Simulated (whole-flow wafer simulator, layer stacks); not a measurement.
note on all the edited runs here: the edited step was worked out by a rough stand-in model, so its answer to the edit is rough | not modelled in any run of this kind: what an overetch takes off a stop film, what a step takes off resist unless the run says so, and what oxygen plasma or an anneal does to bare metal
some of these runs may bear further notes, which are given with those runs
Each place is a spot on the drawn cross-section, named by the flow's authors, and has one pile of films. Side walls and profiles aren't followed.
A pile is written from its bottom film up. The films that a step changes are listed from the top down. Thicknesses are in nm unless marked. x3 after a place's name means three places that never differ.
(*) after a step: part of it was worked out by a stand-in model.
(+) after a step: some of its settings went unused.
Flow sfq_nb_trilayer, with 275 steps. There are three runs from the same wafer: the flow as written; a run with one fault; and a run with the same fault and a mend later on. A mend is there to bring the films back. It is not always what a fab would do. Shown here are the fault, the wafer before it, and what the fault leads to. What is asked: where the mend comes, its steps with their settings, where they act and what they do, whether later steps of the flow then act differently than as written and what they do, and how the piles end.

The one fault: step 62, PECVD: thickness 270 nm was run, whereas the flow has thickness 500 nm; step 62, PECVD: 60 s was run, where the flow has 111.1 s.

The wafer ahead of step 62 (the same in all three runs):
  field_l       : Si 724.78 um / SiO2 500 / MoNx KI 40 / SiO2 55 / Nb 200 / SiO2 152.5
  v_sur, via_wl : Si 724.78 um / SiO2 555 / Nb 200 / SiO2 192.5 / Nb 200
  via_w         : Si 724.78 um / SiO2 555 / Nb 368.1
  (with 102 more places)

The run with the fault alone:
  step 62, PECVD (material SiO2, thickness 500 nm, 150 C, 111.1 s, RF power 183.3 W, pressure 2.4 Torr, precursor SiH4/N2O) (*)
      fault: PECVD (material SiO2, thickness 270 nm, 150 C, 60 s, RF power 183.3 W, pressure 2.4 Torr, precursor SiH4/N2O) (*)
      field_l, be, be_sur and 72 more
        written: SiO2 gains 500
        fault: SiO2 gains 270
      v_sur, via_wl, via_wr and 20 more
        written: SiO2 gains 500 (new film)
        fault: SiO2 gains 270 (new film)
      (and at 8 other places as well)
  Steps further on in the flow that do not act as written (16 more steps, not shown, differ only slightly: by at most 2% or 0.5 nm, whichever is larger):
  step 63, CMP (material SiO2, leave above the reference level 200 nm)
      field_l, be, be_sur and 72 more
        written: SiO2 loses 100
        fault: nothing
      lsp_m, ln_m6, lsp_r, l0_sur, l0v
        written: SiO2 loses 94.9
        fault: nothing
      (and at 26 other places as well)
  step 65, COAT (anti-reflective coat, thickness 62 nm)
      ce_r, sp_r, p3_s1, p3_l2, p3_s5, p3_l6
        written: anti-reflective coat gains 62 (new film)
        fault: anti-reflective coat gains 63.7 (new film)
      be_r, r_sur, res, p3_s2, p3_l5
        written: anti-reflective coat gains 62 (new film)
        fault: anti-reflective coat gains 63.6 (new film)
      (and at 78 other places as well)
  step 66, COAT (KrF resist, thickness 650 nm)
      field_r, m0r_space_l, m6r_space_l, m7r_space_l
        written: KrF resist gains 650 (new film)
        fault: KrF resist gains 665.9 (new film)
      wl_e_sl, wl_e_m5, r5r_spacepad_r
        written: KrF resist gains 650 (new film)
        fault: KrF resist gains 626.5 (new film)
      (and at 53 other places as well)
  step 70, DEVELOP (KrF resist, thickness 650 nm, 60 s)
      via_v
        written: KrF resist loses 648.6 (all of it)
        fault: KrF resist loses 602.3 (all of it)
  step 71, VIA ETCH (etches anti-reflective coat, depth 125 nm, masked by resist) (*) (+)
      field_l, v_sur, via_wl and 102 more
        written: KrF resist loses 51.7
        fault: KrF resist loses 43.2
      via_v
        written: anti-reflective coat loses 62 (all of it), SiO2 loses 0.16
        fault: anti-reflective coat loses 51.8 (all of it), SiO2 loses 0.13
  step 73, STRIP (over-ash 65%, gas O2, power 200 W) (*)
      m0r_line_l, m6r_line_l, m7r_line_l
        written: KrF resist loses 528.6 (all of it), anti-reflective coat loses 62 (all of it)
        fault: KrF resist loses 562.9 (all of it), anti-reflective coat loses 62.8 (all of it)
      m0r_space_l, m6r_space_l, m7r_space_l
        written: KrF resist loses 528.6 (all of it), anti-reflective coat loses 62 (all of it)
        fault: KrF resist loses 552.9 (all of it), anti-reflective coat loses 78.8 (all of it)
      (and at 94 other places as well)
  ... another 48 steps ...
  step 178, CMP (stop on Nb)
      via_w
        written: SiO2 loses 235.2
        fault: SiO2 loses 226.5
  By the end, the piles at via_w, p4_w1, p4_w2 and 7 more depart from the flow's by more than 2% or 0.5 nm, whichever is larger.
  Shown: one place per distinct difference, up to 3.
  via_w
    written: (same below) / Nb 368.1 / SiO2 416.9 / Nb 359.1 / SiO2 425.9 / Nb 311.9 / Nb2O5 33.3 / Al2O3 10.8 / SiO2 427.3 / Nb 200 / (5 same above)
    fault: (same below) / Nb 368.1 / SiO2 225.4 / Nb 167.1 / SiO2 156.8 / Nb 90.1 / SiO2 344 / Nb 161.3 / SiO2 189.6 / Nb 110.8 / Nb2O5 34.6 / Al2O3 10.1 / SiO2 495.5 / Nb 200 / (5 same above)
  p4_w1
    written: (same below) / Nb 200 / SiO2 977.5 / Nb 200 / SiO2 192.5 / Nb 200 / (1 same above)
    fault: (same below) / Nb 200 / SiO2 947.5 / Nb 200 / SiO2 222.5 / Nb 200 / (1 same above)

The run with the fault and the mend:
  After step 62 comes the mend.
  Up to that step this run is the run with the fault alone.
  step 62a, PECVD (material SiO2, thickness 230 nm, 150 C, 51.11 s, RF power 183.3 W, pressure 2.4 Torr, precursor SiH4/N2O) (*) (the flow's step 62 again, with other settings)
      field_l, v_sur, via_wl and 102 more
        SiO2 gains 230
      via_w
        SiO2 gains 204.9
  Steps further on in the flow that do not act as written:
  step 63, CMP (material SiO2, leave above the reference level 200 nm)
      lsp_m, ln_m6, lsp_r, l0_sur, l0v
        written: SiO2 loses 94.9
        mend: SiO2 loses 100
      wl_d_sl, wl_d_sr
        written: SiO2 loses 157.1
        mend: SiO2 loses 100
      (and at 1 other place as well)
  At every place that both follow, the piles at the end match the flow's.
